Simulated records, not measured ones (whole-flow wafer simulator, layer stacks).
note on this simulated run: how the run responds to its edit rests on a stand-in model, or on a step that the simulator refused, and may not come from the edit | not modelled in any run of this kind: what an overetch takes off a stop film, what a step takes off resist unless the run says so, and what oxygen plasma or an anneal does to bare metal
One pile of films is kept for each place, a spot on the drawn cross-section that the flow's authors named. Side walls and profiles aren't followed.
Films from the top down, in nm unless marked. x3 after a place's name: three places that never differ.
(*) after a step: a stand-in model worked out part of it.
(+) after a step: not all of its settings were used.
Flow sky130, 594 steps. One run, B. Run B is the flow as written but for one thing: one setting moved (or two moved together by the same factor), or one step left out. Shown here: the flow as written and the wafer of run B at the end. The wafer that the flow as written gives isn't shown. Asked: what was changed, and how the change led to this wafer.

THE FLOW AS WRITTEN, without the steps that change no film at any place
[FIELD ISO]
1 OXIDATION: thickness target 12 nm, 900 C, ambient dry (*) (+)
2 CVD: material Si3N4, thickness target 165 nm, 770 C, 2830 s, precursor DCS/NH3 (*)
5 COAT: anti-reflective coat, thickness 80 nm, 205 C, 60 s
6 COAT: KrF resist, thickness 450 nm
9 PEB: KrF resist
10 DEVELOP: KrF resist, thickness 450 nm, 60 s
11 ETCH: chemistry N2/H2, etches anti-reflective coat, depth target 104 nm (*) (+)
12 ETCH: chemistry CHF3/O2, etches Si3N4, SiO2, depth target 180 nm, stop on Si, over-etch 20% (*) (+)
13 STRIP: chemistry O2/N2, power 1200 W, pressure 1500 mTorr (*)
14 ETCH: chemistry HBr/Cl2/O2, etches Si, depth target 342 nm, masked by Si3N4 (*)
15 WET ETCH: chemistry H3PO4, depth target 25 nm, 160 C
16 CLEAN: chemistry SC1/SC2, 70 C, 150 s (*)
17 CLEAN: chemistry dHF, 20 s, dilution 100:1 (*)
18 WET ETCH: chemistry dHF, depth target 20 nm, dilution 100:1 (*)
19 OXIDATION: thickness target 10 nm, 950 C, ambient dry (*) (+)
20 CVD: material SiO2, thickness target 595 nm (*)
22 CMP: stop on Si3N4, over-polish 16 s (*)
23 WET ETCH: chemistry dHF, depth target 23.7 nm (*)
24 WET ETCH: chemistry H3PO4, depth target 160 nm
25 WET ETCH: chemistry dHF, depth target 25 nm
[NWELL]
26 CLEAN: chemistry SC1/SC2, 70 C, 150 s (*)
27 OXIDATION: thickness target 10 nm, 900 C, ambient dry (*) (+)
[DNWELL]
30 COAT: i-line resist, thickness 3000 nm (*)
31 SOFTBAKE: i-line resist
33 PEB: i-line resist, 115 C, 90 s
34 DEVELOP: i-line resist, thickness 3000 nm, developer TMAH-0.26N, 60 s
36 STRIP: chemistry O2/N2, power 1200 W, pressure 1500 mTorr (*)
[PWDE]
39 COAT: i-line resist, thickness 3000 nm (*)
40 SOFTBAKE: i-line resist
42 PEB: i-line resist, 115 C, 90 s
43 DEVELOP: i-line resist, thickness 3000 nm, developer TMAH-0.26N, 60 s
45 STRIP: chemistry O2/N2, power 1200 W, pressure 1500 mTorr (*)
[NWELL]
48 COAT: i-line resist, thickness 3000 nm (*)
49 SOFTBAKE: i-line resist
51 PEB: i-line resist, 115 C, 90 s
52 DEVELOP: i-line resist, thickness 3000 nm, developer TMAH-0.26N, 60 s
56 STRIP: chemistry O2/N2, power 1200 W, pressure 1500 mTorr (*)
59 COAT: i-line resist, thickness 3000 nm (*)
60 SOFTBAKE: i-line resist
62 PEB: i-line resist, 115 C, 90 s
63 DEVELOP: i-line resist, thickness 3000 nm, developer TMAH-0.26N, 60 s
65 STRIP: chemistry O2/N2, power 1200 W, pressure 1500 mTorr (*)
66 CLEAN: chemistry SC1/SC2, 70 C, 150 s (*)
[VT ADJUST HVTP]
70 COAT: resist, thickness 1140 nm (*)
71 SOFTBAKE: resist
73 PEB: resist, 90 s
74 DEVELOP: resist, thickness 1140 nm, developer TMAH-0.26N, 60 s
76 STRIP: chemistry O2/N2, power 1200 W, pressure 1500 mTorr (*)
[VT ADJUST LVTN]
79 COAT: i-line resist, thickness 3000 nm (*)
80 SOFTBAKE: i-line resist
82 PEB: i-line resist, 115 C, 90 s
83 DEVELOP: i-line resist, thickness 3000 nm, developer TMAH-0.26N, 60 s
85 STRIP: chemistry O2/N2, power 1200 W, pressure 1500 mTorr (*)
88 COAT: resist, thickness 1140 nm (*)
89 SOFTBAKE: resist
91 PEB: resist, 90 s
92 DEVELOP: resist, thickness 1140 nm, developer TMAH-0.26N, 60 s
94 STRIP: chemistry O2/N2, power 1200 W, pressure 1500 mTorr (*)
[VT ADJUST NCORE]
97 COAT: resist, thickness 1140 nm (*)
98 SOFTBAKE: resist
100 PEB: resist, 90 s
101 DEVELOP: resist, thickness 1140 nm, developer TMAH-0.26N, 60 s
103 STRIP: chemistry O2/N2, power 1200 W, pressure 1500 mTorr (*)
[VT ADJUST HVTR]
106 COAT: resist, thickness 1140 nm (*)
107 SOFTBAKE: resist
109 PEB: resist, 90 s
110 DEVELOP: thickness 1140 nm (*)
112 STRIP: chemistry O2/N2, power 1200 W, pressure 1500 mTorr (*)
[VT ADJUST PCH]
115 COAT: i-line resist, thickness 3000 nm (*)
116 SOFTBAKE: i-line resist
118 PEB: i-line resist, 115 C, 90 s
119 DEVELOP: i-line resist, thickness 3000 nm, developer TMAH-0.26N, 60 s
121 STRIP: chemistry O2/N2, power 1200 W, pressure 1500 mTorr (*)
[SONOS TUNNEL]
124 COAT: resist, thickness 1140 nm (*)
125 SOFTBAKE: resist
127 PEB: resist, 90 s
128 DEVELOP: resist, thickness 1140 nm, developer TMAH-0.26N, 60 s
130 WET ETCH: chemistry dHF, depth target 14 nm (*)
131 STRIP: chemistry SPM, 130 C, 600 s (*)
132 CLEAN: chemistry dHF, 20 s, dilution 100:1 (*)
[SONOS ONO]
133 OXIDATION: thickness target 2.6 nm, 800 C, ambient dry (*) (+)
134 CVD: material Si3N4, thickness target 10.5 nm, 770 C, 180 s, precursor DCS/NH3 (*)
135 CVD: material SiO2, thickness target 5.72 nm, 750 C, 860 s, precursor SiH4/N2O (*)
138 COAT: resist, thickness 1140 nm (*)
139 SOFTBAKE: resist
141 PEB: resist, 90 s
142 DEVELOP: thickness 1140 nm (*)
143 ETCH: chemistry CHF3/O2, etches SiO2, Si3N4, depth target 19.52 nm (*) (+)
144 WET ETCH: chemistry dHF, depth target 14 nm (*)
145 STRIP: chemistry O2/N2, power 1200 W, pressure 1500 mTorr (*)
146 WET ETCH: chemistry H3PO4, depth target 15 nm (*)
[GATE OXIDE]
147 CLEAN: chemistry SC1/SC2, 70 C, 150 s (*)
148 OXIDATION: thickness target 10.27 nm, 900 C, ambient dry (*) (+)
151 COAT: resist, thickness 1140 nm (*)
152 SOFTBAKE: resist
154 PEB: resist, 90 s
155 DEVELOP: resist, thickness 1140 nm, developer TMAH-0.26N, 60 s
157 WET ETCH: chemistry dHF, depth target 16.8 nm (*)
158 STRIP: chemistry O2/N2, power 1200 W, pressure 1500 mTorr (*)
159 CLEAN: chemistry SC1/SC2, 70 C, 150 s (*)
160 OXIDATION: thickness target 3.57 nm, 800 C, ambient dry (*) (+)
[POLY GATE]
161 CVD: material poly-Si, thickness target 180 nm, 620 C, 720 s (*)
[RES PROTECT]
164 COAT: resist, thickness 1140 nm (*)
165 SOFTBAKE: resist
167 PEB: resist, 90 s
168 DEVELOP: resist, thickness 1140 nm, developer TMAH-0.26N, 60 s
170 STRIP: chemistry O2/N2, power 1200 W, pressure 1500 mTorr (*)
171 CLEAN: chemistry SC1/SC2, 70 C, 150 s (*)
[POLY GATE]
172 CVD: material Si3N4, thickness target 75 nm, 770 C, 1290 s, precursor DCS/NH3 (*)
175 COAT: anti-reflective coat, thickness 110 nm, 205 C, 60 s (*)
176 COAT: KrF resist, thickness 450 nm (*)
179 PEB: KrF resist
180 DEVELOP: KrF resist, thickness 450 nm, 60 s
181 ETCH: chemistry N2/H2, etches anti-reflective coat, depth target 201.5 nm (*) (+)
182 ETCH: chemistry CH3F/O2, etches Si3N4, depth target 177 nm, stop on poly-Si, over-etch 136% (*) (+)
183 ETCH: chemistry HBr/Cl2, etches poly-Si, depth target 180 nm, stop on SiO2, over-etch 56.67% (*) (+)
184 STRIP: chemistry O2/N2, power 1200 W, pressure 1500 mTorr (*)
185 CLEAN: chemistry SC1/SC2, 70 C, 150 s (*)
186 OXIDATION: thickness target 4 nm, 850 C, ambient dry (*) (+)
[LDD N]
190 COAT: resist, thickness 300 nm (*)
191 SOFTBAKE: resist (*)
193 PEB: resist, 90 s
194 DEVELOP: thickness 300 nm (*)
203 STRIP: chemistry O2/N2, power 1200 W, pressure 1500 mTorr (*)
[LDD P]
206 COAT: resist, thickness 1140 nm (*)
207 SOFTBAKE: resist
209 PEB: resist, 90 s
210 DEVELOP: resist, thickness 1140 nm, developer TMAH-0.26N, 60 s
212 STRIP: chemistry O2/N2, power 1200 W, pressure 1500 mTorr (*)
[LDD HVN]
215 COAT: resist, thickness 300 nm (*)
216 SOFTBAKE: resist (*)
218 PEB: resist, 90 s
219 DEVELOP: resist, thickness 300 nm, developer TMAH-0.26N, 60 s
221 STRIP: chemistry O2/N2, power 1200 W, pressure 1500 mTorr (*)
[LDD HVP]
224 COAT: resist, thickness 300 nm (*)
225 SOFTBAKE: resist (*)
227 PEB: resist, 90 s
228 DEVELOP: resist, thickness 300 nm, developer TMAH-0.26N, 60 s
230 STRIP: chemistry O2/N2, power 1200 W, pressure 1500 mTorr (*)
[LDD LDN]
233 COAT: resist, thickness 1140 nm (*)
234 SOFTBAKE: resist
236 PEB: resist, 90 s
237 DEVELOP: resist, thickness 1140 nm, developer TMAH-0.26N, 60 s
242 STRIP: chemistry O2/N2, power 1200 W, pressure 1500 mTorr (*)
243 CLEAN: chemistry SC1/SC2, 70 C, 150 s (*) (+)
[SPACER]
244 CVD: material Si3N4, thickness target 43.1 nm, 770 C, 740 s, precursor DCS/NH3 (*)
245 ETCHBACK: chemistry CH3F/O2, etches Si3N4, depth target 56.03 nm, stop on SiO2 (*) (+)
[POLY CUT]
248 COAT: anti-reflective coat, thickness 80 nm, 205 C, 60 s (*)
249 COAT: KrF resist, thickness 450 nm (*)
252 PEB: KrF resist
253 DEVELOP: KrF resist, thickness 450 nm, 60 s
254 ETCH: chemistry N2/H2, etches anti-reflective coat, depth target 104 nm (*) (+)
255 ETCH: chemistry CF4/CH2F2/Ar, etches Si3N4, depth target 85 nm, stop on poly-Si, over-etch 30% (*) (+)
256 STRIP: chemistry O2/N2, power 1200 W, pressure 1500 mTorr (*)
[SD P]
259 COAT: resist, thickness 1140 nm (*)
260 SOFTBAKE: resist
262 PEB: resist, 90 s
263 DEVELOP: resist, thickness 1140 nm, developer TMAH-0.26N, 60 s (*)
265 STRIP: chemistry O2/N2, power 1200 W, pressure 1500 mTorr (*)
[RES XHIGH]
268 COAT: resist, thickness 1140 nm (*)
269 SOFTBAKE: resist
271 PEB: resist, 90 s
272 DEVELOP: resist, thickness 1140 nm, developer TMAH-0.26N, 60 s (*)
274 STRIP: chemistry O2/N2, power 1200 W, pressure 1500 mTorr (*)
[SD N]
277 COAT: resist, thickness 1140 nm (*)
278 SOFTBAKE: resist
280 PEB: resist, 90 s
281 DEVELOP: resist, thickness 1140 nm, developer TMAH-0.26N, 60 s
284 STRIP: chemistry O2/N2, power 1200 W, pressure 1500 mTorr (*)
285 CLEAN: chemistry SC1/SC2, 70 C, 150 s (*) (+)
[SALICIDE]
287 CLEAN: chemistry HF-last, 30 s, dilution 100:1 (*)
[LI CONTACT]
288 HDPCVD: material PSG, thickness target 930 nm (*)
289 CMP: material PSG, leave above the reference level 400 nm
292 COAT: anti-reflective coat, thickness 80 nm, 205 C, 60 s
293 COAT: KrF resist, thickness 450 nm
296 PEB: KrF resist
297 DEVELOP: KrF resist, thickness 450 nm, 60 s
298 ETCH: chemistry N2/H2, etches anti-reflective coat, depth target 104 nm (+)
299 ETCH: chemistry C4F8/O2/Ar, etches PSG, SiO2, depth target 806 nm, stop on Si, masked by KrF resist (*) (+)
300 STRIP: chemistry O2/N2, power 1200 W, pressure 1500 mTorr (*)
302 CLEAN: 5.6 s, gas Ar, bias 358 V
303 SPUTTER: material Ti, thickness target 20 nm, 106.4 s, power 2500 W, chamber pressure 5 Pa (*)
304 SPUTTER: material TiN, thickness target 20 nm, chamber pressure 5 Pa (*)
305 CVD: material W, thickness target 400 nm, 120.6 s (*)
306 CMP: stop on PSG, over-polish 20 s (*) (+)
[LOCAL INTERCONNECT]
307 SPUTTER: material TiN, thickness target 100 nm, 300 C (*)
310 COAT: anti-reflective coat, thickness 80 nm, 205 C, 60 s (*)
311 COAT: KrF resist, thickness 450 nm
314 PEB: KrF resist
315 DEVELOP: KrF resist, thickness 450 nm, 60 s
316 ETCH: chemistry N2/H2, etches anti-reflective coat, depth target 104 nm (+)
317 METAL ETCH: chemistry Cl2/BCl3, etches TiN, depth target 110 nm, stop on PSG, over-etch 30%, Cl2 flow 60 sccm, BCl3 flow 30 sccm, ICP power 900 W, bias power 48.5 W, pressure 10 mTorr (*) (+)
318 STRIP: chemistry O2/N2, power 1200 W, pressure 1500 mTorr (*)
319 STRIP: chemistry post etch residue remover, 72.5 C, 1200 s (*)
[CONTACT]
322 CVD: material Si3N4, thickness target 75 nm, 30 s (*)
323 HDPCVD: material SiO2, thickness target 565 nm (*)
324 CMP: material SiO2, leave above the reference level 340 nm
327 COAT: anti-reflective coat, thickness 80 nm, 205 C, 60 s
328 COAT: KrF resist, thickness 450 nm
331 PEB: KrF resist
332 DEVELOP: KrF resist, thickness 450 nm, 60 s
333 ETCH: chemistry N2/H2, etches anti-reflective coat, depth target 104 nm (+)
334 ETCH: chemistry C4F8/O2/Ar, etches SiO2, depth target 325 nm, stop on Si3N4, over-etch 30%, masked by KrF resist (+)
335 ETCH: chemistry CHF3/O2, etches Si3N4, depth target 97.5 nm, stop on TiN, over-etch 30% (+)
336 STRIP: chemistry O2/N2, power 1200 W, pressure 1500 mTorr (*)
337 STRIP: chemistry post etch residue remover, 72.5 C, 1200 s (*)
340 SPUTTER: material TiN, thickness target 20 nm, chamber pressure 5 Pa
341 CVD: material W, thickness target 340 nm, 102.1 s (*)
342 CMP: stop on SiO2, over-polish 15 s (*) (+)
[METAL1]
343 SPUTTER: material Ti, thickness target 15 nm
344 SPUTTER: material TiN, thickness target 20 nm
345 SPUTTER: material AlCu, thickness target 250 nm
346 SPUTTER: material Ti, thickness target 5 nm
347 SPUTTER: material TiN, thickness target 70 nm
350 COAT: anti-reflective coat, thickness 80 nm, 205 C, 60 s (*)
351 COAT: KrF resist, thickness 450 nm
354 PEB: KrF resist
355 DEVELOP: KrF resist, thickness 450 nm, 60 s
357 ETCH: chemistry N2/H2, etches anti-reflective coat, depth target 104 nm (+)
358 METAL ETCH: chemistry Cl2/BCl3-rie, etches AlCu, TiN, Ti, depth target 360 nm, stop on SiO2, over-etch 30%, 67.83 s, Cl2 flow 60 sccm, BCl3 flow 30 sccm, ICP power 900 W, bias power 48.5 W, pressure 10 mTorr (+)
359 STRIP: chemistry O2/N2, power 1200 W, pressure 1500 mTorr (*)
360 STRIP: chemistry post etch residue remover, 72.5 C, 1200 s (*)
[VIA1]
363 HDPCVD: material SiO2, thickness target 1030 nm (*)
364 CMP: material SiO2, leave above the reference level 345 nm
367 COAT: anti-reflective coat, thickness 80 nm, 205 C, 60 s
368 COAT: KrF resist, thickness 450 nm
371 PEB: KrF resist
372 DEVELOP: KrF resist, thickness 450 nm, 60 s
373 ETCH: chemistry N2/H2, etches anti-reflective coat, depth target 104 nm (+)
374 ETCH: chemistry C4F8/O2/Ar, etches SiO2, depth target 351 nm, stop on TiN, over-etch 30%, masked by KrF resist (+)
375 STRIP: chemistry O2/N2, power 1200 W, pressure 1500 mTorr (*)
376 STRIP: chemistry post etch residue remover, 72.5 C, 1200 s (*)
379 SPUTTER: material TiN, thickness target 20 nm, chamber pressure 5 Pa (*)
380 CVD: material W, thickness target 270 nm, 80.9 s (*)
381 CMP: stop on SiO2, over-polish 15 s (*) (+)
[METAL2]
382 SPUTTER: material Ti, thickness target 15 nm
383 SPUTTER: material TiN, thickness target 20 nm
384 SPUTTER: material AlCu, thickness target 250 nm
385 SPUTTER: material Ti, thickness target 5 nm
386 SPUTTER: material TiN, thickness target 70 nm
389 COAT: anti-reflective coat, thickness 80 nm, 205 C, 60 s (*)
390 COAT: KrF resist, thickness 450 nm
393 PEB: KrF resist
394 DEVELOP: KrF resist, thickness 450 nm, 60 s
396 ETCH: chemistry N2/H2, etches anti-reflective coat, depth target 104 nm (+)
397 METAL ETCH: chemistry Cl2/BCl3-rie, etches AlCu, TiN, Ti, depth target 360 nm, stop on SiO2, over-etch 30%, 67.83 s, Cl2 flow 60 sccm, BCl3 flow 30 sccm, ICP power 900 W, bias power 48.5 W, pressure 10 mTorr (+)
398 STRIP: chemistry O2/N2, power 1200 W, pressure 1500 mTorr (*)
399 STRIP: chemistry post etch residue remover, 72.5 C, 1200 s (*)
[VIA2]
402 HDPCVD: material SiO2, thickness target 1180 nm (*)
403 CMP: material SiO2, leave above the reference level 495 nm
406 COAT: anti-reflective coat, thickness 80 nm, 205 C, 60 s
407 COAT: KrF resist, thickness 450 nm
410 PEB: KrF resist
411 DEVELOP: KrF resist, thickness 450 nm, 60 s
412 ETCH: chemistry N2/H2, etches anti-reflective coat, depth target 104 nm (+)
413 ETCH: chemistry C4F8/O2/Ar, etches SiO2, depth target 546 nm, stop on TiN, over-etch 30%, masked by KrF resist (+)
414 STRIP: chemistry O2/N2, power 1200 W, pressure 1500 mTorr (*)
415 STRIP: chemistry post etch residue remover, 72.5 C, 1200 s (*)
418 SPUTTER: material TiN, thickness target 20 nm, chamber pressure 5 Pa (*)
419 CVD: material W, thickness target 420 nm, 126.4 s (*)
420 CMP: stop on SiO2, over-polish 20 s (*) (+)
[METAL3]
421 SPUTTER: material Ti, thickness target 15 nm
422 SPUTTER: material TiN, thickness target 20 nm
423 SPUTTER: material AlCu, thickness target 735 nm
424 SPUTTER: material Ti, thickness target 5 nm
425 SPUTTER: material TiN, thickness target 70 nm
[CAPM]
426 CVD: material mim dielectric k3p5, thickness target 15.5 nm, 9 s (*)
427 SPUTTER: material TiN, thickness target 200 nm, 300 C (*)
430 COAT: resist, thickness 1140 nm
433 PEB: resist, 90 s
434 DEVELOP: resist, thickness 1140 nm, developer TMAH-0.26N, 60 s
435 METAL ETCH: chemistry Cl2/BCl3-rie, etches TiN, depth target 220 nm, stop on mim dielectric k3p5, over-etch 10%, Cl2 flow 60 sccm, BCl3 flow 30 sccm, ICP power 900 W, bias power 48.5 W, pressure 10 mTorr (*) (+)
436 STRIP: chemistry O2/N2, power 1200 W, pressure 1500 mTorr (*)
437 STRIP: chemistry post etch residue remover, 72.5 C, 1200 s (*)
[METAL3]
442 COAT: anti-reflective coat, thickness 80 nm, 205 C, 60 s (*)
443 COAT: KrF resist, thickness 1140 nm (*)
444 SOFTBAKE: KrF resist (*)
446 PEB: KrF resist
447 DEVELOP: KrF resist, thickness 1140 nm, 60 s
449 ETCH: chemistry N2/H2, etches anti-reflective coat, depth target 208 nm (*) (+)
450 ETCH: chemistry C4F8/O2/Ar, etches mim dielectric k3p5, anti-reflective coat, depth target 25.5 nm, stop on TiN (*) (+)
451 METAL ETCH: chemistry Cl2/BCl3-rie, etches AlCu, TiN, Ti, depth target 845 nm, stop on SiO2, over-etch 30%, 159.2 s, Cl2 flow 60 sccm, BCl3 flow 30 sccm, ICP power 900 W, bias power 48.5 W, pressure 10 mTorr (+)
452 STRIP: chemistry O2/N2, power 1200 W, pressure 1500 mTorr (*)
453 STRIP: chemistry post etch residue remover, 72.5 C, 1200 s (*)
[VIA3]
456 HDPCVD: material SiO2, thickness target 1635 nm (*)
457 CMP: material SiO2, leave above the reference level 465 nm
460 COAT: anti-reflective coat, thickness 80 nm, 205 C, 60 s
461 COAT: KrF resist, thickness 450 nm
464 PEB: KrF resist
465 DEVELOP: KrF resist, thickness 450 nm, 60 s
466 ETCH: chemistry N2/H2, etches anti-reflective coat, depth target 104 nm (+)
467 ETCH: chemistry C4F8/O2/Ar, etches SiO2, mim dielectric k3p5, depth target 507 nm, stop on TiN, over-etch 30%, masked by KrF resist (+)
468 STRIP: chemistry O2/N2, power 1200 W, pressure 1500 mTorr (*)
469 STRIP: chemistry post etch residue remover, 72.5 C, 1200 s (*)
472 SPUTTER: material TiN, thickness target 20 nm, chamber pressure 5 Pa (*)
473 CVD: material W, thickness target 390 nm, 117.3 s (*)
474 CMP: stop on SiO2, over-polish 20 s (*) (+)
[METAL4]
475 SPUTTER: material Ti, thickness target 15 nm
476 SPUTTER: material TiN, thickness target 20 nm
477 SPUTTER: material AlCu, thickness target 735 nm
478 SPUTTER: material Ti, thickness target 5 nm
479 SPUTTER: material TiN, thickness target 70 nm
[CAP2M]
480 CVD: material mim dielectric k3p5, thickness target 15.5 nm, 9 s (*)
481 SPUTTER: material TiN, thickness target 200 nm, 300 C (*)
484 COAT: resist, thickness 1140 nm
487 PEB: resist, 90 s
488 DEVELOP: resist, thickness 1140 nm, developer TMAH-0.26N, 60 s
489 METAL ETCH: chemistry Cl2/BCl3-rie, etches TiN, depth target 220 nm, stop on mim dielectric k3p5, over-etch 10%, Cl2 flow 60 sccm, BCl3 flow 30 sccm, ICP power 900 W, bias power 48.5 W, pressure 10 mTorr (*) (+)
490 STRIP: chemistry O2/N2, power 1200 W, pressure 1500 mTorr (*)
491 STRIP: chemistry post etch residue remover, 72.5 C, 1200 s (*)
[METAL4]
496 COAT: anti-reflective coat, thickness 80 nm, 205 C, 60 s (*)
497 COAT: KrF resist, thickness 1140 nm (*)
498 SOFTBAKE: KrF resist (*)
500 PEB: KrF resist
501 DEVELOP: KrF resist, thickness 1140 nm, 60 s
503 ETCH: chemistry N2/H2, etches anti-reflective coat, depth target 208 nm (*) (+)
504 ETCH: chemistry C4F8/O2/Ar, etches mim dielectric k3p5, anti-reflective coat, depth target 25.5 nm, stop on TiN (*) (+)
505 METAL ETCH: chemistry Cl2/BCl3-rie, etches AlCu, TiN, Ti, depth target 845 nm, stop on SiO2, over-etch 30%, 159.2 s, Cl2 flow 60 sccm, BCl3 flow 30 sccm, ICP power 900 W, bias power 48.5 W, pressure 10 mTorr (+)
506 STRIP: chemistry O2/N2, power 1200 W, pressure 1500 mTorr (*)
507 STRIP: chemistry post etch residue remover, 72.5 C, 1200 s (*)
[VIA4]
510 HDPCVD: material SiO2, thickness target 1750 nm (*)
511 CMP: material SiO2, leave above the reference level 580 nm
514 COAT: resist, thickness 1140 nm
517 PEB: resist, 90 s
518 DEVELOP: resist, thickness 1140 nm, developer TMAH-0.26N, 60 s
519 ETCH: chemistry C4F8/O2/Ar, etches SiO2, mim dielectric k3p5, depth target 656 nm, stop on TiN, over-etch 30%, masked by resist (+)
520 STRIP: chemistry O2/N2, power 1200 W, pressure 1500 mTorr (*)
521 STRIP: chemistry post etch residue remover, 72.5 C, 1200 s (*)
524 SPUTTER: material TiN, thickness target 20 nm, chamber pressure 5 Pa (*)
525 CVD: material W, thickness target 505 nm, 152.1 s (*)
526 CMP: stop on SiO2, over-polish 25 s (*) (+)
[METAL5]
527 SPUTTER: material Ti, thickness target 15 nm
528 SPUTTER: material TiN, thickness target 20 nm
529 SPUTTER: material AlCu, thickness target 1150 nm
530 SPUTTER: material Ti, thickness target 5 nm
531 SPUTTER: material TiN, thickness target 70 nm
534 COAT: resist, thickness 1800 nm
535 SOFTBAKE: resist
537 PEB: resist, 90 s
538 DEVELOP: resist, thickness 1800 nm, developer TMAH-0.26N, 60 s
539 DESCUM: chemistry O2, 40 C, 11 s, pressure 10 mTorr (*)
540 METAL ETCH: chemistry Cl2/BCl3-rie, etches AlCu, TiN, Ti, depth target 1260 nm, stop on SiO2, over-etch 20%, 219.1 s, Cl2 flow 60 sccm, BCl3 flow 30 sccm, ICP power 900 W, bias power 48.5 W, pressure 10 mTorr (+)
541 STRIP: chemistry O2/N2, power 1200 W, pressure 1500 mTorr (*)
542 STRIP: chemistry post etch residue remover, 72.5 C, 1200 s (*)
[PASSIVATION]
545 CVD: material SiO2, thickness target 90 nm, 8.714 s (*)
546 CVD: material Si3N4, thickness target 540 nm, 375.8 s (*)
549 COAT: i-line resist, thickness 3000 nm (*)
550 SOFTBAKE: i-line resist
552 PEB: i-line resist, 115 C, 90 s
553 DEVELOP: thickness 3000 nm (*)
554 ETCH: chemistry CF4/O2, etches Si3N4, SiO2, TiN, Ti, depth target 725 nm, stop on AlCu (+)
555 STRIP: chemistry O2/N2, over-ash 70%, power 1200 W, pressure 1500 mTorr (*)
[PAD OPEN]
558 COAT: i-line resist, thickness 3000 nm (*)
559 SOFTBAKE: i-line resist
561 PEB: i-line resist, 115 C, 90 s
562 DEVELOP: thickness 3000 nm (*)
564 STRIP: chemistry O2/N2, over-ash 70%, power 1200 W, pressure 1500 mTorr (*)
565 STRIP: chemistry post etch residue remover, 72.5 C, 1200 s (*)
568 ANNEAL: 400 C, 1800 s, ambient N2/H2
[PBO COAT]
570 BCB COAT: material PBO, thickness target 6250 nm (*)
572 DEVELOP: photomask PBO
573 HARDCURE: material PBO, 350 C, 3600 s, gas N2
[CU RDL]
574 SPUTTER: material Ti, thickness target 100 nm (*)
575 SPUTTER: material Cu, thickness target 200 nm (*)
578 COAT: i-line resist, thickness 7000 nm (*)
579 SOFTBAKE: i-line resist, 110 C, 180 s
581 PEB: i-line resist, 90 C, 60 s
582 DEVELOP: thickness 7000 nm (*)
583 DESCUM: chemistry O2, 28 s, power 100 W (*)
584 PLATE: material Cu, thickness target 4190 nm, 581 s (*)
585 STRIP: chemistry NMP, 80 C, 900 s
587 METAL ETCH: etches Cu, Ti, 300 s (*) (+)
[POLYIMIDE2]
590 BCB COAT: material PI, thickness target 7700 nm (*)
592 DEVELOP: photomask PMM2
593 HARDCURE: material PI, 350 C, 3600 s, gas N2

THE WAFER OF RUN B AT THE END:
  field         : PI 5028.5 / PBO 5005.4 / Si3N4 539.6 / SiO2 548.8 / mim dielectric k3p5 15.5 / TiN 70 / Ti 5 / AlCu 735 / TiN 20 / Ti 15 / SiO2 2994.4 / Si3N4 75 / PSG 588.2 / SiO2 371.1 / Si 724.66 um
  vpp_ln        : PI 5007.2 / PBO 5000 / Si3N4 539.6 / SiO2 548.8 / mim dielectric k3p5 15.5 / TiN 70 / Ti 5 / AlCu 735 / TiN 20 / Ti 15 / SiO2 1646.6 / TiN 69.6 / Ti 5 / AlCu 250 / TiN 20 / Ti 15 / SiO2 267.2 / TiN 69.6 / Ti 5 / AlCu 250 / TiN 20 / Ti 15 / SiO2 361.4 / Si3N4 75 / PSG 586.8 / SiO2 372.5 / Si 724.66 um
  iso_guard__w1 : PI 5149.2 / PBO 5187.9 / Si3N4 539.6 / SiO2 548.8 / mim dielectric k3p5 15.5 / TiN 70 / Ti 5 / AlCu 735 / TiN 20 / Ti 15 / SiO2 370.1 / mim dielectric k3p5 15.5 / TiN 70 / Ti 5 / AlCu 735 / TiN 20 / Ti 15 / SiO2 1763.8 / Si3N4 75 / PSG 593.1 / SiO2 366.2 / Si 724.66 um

The cause: step 503, ETCH: chemistry N2/H2, etches anti-reflective coat, depth target 208 nm (*) (+), was left out.

How the change led to this, step by step:
  504 ETCH: chemistry C4F8/O2/Ar, etches mim dielectric k3p5, anti-reflective coat, depth target 25.5 nm, stop on TiN (*) (+)
      field, active, gate and 85 more: anti-reflective coat -25.5 (as written it would be: mim dielectric k3p5 -15.5 (all of it))
      n_well, p_well, gate_hv and 102 more: KrF resist -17 (as written it would be: KrF resist -15.5)
  505 METAL ETCH: chemistry Cl2/BCl3-rie, etches AlCu, TiN, Ti, depth target 845 nm, stop on SiO2, over-etch 30%, 159.2 s, Cl2 flow 60 sccm, BCl3 flow 30 sccm, ICP power 900 W, bias power 48.5 W, pressure 10 mTorr (+)
      iso_guard, iso_guard__w1, vpp_sp and 57 more: anti-reflective coat -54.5 (all of it) (as written it would be: TiN -70 (all of it), Ti -5 (all of it), AlCu -735 (all of it), TiN -20 (all of it), Ti -15 (all of it), SiO2 -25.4)
      vpp_iso1, mim_edge_plate, poly_licon and 11 more: anti-reflective coat -54.5 (all of it) (as written it would be: TiN -70 (all of it), Ti -5 (all of it), AlCu -735 (all of it), TiN -20 (all of it), Ti -15 (all of it), SiO2 -25.3)
      (and at 14 more places)
  506 STRIP: chemistry O2/N2, power 1200 W, pressure 1500 mTorr (*)
      n_well, p_well, gate_hv and 81 more: KrF resist -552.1 (all of it), anti-reflective coat -80 (all of it) (as written it would be: KrF resist -486.9 (all of it), anti-reflective coat -80 (all of it))
      m1, via3_hole: KrF resist -552.2 (all of it), anti-reflective coat -80.5 (all of it) (as written it would be: KrF resist -487 (all of it), anti-reflective coat -80.5 (all of it))
      (and at 19 more places)
  510 HDPCVD: material SiO2, thickness target 1750 nm (*)
      field, active, gate and 85 more: SiO2 +1750 (new film) (as written it would be: SiO2 +1750)
  511 CMP: material SiO2, leave above the reference level 580 nm
      field, active, gate and 76 more: SiO2 -1260.5 (as written it would be: SiO2 -374.7)
      iso_guard__w1, mim_edge_gap, vpp_l1ln and 6 more: SiO2 -1260.5 (as written it would be: SiO2 -374.6)
Counting metal films that touch as one body, field has 1 body; the flow as written gives 0 bodies.
Counting metal films that touch as one body, vpp_ln has 3 bodies (between them, from the top down: SiO2 1646.6; SiO2 267.2); the flow as written gives 2 bodies (between them, from the top down: SiO2 267.2).
Counting metal films that touch as one body, iso_guard__w1 has 2 bodies (between them, from the top down: SiO2 370.1 / mim dielectric k3p5 15.5); the flow as written gives 1 body.
